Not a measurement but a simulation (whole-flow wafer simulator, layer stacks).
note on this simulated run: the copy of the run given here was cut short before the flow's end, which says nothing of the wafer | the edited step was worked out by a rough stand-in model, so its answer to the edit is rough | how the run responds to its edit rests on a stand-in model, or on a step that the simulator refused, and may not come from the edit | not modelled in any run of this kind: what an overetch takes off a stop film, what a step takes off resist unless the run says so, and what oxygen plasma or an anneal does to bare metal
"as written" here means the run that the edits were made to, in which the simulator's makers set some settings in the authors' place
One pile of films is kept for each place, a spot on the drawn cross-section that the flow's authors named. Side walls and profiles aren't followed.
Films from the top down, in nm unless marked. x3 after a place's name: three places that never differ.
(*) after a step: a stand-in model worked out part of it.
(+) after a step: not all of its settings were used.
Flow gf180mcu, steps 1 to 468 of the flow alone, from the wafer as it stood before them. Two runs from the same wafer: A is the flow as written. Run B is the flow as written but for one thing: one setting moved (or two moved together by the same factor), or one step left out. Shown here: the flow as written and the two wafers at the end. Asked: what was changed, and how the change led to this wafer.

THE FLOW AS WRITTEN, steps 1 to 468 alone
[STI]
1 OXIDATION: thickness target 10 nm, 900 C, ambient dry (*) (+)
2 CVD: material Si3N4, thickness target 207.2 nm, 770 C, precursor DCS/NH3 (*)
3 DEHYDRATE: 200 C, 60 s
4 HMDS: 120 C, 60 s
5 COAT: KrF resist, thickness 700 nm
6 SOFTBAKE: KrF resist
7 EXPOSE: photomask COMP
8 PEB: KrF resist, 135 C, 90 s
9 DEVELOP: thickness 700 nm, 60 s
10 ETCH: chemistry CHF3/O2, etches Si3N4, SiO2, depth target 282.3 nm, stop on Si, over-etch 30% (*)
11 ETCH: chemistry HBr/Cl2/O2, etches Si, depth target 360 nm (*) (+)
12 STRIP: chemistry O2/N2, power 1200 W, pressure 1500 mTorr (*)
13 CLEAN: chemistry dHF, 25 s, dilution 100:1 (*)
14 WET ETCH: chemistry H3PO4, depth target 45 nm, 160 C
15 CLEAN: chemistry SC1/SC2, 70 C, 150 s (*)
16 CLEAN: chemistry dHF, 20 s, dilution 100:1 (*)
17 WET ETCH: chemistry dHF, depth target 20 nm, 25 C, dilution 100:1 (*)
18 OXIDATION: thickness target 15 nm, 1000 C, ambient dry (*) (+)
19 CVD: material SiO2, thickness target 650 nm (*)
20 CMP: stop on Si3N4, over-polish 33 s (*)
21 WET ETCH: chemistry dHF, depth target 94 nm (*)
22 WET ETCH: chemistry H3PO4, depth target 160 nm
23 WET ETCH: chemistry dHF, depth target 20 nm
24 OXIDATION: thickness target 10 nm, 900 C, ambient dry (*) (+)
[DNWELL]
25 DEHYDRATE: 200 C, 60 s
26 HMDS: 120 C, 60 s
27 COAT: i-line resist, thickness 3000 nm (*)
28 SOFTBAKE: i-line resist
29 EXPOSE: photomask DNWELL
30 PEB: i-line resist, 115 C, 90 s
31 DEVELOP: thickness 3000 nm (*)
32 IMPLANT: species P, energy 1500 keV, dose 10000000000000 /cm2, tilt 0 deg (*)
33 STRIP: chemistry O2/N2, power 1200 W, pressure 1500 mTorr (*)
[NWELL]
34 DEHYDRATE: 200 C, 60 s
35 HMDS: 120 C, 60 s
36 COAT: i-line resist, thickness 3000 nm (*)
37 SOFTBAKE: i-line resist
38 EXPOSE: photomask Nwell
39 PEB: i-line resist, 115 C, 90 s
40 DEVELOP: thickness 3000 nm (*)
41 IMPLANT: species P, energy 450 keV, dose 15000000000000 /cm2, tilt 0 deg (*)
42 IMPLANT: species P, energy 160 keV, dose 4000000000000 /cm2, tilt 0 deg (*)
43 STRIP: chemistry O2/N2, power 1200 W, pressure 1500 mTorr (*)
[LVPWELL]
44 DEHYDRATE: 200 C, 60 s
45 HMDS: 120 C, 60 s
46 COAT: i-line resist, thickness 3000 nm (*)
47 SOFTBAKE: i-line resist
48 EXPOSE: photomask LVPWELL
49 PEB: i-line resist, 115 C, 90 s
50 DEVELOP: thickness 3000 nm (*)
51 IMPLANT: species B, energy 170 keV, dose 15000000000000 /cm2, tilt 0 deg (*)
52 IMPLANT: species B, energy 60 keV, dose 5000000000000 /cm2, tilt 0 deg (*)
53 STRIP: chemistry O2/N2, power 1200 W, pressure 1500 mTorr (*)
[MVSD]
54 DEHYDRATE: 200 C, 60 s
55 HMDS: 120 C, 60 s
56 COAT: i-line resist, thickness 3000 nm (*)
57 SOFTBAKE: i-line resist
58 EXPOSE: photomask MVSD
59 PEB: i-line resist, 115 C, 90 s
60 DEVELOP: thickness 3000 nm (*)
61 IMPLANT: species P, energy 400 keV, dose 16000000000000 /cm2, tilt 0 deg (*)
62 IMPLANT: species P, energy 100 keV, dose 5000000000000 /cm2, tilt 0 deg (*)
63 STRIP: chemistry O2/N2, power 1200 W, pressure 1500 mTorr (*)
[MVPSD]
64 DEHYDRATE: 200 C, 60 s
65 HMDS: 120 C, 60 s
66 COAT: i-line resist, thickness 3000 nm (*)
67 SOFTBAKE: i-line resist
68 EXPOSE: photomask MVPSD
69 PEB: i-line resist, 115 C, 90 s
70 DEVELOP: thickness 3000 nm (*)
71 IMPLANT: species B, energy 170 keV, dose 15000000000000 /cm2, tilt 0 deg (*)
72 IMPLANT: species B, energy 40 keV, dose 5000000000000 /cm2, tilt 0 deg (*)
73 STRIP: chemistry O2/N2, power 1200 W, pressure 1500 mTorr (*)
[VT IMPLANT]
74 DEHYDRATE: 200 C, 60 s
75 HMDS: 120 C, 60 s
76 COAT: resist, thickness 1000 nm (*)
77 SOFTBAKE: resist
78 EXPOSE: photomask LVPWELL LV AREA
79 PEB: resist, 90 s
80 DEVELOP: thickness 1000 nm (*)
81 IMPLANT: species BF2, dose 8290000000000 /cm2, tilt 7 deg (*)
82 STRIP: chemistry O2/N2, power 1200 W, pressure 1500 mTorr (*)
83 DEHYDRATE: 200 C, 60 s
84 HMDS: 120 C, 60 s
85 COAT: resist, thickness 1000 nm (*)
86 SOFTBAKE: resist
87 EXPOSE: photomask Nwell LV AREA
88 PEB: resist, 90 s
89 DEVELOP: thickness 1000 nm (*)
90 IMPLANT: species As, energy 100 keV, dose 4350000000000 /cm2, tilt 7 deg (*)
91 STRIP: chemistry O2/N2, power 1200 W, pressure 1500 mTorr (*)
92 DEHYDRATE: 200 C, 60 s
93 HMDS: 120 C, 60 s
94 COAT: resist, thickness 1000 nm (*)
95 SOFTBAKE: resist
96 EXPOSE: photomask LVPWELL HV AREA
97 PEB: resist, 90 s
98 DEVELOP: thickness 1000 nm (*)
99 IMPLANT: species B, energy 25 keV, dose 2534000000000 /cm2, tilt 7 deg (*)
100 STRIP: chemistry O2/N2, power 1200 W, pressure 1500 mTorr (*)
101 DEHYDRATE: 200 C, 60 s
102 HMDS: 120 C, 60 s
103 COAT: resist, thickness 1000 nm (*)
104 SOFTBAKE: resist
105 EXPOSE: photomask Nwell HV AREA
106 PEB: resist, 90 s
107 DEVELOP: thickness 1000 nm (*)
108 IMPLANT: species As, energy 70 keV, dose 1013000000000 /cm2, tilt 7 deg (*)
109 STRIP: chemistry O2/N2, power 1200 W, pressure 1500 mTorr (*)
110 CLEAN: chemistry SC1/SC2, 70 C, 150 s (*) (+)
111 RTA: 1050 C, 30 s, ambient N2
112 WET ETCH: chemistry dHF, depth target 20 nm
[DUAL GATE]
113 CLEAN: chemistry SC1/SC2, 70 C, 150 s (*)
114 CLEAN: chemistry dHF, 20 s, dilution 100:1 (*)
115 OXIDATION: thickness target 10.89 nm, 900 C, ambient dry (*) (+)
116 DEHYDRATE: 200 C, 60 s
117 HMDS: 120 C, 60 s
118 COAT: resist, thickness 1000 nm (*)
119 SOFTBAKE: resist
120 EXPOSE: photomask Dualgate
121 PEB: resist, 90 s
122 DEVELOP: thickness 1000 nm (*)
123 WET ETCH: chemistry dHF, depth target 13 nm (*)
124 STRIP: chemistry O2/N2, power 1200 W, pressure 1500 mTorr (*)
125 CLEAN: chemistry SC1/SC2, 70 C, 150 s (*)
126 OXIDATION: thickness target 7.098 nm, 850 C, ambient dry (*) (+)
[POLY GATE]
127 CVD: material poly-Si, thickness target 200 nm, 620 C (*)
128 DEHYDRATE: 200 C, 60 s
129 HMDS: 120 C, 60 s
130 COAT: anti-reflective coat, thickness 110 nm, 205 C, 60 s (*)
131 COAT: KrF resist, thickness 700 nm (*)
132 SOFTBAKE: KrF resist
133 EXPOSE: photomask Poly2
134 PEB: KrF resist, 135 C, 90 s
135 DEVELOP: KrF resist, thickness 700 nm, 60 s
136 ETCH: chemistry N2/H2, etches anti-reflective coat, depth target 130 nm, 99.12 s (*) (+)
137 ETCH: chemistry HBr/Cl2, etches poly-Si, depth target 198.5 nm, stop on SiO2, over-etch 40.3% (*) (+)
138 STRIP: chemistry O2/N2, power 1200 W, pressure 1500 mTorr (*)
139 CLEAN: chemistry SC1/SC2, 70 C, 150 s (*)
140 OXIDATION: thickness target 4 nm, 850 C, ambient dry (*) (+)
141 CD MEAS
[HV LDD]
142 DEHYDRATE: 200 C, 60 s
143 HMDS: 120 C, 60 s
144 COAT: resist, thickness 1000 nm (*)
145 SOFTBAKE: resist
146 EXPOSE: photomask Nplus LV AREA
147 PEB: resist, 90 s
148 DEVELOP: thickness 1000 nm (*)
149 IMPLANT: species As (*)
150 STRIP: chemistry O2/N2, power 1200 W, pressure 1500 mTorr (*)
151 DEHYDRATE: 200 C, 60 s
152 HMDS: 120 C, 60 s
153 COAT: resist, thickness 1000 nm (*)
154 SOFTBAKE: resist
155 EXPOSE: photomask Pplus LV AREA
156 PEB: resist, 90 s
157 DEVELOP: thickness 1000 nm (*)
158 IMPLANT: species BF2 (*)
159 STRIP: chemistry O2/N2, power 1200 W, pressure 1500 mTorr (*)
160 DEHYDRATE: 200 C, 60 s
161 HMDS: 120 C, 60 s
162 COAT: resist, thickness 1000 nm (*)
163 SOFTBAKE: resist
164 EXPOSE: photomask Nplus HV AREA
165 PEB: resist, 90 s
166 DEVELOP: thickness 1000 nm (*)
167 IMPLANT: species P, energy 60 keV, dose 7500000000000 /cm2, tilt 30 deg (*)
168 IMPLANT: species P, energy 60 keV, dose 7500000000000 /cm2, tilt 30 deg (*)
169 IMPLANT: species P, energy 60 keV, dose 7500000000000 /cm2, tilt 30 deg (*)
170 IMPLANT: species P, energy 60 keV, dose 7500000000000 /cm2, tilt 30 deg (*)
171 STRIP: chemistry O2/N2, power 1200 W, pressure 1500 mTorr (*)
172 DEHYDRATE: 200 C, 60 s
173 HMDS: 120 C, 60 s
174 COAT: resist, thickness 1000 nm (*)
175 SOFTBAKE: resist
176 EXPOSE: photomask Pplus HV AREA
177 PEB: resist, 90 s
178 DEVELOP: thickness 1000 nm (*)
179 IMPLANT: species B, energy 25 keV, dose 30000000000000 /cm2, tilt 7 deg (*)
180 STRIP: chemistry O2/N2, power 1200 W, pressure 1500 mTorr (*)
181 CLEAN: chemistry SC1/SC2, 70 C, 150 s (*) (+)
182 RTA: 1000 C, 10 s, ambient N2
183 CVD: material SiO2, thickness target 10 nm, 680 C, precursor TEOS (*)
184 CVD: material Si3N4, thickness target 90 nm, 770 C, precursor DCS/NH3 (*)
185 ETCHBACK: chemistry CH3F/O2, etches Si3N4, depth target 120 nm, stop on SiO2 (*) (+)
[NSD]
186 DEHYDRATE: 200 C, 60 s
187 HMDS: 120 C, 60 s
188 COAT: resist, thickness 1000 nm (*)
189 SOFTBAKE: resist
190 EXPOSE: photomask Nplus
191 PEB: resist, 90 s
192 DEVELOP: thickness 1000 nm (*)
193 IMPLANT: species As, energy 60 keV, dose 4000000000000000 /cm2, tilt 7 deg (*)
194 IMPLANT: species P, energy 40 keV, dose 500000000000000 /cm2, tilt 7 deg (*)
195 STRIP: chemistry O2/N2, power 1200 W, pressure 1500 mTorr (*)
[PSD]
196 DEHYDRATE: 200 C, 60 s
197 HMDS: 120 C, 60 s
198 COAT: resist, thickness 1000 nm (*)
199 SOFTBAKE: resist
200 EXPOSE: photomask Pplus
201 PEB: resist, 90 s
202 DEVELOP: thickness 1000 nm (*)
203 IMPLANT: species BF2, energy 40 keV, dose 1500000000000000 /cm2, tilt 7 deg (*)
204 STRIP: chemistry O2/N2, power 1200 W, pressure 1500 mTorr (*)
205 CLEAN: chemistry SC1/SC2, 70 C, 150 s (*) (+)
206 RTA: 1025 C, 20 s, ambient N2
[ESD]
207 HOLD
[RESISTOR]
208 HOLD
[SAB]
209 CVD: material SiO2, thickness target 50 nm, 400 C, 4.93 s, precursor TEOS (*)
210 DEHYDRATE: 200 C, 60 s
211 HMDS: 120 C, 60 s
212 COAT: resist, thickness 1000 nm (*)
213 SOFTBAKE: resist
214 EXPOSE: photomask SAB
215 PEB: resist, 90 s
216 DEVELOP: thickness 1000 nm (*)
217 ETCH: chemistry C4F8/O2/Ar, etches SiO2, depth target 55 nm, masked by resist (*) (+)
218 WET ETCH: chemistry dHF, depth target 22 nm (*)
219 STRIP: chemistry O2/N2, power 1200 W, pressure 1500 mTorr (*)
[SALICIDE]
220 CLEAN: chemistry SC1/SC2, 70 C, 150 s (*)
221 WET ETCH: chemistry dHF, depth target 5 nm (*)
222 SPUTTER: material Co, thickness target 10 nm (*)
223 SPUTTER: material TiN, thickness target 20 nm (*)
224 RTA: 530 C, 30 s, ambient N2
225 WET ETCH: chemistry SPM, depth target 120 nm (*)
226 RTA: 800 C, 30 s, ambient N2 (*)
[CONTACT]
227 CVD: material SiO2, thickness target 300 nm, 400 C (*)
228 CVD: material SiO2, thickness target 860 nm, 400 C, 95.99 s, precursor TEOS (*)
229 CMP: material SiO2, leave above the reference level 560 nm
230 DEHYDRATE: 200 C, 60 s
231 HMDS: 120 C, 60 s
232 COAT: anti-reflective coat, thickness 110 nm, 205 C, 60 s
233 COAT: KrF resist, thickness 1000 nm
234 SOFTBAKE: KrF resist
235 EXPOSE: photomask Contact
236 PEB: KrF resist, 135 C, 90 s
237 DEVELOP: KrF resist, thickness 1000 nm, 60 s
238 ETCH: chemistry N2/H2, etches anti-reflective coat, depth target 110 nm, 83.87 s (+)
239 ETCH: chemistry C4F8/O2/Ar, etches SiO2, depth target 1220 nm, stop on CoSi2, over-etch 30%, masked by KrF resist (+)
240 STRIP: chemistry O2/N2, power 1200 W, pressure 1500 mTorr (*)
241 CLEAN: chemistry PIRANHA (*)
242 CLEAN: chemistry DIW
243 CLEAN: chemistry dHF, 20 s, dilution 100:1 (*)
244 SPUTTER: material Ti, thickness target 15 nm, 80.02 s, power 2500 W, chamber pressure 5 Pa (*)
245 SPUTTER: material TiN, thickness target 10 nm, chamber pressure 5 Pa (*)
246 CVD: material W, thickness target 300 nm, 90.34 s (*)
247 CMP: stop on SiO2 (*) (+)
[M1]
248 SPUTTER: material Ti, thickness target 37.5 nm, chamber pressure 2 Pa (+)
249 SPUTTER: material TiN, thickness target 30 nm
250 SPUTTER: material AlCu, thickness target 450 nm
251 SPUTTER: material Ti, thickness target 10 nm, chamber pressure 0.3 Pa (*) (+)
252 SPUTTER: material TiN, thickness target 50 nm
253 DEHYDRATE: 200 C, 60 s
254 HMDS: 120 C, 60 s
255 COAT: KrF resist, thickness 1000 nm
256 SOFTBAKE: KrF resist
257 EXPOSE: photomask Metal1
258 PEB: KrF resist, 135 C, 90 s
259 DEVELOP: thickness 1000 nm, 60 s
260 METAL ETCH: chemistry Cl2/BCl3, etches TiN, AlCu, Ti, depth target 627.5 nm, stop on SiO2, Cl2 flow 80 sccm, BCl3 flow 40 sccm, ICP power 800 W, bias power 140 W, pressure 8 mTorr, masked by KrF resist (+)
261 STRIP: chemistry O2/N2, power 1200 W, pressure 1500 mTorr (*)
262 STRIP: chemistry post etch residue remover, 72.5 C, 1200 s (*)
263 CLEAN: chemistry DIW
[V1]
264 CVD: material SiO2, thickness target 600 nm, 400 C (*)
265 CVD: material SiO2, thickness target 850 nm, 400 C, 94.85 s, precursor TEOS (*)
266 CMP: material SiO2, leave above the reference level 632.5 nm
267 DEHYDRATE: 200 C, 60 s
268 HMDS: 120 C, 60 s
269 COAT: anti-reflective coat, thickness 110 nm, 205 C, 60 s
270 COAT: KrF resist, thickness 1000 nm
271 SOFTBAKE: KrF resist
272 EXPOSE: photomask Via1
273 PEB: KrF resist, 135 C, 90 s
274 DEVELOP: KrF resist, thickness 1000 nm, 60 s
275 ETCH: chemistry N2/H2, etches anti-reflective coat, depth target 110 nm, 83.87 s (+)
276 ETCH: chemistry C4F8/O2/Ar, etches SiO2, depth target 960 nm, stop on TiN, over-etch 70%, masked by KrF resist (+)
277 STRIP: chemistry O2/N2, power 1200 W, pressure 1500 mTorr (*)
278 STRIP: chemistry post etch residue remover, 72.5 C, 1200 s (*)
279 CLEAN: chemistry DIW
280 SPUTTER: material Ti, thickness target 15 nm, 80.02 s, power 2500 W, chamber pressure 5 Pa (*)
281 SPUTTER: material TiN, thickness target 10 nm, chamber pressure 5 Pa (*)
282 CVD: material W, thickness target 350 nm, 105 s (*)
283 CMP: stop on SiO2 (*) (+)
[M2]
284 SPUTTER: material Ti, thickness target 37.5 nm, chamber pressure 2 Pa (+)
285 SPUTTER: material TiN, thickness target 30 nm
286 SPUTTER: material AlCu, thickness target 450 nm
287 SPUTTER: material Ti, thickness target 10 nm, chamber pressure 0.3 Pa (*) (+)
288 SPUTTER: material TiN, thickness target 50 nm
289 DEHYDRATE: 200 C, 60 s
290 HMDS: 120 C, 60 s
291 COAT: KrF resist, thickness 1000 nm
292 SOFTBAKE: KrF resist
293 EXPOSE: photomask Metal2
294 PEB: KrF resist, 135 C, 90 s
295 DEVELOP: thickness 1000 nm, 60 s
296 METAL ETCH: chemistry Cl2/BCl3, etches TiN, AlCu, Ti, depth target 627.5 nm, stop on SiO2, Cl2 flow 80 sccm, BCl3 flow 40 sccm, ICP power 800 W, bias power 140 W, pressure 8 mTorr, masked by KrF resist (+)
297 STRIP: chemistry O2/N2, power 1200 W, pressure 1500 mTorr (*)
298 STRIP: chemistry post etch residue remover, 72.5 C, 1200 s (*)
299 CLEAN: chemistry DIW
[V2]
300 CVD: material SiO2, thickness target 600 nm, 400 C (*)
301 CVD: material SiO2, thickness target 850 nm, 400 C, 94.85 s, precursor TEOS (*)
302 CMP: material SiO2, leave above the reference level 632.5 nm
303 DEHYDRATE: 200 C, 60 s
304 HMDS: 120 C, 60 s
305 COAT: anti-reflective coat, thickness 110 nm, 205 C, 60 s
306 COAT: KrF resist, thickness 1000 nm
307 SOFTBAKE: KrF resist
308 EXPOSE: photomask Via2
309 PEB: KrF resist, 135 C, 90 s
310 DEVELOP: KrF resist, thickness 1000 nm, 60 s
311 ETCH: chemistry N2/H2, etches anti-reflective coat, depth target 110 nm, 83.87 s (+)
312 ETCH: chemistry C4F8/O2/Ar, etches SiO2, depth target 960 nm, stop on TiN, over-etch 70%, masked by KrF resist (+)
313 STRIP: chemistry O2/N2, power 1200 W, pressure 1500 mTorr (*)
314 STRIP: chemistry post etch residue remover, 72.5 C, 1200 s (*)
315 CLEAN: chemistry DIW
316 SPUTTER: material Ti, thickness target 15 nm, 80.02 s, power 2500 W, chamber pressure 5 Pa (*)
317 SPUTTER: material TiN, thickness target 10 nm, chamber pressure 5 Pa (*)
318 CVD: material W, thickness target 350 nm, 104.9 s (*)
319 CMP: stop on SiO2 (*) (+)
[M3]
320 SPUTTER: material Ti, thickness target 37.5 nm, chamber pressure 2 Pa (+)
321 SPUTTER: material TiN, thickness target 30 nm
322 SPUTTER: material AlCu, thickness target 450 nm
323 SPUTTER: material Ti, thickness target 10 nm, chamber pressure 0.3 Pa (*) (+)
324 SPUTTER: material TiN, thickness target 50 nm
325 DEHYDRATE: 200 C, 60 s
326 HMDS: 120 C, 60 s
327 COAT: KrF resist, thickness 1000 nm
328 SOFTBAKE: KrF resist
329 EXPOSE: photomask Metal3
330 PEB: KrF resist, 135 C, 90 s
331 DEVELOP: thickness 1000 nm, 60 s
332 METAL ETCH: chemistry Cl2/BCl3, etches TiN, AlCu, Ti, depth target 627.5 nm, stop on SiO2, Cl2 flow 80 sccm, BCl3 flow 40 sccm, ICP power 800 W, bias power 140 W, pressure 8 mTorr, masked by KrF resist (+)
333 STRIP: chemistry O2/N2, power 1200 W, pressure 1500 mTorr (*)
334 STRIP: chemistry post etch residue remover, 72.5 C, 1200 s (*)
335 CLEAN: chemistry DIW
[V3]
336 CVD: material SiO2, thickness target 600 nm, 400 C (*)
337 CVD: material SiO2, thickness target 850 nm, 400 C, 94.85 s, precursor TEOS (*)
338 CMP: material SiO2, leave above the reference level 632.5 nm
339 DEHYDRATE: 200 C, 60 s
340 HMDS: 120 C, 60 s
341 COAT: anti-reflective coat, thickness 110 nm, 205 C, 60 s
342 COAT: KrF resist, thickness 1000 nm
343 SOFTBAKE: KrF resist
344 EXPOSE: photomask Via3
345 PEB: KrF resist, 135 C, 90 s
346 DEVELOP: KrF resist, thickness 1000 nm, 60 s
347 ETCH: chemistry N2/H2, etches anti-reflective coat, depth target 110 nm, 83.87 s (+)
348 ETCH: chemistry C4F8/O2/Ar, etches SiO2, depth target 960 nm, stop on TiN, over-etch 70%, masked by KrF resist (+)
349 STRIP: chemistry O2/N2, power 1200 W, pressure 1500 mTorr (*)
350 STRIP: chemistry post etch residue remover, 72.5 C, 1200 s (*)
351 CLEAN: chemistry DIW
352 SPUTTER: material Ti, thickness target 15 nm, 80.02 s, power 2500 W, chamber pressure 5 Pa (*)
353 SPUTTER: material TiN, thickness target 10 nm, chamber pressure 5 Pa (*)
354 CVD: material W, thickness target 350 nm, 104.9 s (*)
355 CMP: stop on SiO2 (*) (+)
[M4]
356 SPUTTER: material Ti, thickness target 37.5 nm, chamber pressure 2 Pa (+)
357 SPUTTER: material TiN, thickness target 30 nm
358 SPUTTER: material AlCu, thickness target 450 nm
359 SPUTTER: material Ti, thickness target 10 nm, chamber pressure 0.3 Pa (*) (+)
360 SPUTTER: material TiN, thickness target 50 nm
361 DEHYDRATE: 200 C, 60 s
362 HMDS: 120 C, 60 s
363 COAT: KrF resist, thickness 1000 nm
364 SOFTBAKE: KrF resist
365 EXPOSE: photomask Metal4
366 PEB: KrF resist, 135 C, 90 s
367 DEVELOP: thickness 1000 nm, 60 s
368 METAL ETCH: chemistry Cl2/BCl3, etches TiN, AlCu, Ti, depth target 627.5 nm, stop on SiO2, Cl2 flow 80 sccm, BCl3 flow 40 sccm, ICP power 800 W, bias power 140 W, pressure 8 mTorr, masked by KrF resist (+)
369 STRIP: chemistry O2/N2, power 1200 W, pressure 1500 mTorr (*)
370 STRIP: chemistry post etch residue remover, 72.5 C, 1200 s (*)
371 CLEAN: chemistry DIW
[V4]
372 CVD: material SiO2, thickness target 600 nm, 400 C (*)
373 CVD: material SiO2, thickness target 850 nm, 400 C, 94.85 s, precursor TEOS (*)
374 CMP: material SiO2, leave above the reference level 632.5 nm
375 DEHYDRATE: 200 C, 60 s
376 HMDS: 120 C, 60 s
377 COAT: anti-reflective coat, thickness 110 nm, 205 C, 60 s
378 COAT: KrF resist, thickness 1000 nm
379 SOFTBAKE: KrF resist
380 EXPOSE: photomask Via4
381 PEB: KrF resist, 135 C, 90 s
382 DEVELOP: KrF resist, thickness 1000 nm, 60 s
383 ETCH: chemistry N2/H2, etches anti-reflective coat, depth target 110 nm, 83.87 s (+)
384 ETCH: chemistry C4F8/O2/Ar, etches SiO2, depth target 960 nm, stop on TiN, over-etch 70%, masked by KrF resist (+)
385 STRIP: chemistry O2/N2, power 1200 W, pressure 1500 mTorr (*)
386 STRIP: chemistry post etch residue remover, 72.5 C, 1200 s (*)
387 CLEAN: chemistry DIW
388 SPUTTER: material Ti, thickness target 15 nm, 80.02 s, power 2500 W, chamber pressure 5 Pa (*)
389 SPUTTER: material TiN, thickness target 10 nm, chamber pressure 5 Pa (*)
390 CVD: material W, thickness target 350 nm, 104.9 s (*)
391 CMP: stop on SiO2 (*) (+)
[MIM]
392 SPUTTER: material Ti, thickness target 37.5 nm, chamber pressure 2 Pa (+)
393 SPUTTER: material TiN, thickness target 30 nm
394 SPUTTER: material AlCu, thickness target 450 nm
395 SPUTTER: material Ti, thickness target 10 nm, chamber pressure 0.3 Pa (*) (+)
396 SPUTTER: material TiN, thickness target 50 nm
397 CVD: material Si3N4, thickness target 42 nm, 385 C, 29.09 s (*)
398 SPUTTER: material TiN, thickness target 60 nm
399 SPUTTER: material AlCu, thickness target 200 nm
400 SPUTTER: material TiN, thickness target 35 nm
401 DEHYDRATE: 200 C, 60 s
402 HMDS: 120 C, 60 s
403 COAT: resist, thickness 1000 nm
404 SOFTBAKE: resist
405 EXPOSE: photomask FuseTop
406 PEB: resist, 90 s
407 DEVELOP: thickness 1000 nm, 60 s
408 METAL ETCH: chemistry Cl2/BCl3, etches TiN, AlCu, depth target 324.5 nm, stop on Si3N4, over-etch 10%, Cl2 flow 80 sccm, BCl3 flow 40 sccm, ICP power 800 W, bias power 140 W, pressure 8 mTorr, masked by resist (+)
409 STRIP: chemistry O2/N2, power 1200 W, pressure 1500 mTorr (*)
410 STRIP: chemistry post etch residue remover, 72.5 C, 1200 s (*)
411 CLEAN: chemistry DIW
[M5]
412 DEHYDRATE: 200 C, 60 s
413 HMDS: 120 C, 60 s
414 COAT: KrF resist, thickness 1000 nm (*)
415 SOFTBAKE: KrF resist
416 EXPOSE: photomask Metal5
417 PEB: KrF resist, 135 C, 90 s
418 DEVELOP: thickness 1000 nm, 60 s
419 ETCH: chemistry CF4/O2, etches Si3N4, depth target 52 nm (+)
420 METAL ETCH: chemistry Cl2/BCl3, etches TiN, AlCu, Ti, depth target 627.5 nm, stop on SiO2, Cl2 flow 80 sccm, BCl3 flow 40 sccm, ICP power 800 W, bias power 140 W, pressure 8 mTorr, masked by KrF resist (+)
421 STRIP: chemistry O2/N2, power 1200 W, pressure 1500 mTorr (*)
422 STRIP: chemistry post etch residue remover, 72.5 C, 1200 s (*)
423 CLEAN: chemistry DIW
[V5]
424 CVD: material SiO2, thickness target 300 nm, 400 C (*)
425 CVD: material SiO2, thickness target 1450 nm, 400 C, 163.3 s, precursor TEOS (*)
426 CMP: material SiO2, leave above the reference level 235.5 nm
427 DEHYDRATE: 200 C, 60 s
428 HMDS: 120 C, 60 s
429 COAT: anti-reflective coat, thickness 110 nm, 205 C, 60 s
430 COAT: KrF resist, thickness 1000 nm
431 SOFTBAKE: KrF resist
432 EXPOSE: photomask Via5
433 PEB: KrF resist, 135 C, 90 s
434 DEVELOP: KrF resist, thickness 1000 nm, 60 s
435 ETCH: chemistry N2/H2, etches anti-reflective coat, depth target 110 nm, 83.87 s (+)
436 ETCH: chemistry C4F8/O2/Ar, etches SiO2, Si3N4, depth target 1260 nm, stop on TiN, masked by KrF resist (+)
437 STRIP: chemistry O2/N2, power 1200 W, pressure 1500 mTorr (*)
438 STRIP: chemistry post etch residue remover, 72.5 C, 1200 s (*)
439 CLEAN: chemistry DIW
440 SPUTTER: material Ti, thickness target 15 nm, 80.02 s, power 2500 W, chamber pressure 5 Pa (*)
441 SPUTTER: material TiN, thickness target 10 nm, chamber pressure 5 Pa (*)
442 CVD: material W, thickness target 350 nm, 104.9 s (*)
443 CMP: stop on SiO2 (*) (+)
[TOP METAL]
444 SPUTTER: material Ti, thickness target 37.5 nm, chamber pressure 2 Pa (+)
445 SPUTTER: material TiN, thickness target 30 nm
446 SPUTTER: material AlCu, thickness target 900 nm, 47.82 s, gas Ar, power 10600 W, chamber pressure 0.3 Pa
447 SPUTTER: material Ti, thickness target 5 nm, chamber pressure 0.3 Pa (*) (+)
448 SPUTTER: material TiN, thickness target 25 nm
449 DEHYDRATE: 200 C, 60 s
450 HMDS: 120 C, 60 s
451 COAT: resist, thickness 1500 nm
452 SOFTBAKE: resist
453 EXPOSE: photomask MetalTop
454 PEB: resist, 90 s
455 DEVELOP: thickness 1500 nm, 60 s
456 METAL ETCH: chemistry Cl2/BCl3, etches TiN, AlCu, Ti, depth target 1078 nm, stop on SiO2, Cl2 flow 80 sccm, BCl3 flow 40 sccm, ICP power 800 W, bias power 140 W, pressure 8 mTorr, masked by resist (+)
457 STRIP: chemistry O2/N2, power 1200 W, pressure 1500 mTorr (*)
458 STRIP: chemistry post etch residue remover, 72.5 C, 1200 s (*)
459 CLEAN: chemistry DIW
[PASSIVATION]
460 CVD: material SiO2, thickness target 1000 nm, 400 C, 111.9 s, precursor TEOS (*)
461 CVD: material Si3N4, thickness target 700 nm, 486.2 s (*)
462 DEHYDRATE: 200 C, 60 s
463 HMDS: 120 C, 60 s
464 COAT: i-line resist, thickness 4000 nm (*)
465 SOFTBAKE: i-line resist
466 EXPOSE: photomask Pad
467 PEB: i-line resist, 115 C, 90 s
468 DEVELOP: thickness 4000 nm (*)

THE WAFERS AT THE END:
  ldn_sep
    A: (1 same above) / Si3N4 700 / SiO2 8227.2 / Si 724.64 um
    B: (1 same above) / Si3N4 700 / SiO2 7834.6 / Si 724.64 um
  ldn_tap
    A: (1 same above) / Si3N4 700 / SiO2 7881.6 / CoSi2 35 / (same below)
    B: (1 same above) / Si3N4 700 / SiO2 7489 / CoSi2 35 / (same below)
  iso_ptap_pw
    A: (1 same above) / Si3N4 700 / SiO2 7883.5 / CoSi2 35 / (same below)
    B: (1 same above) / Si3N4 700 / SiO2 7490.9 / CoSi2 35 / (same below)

The cause: step 460, CVD: 67.17 s was run, where the flow has 111.9 s.

How the change led to this, step by step:
  460 CVD: material SiO2, thickness target 1000 nm, 400 C, 111.9 s, precursor TEOS (*)
      field, field__w1, field__w2 and 103 more: A SiO2 +1000 | B SiO2 +607.4
      field__w8, contact, m1, m1__w1, pad, m1_nw: A SiO2 +1000 (new film) | B SiO2 +607.4 (new film)
  465 SOFTBAKE: i-line resist
      field__w5, field__w9: A i-line resist +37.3 | B i-line resist +30.2
      field__w11, field__w13: A i-line resist +37.9 | B i-line resist +31.2
      (and at 57 more places)
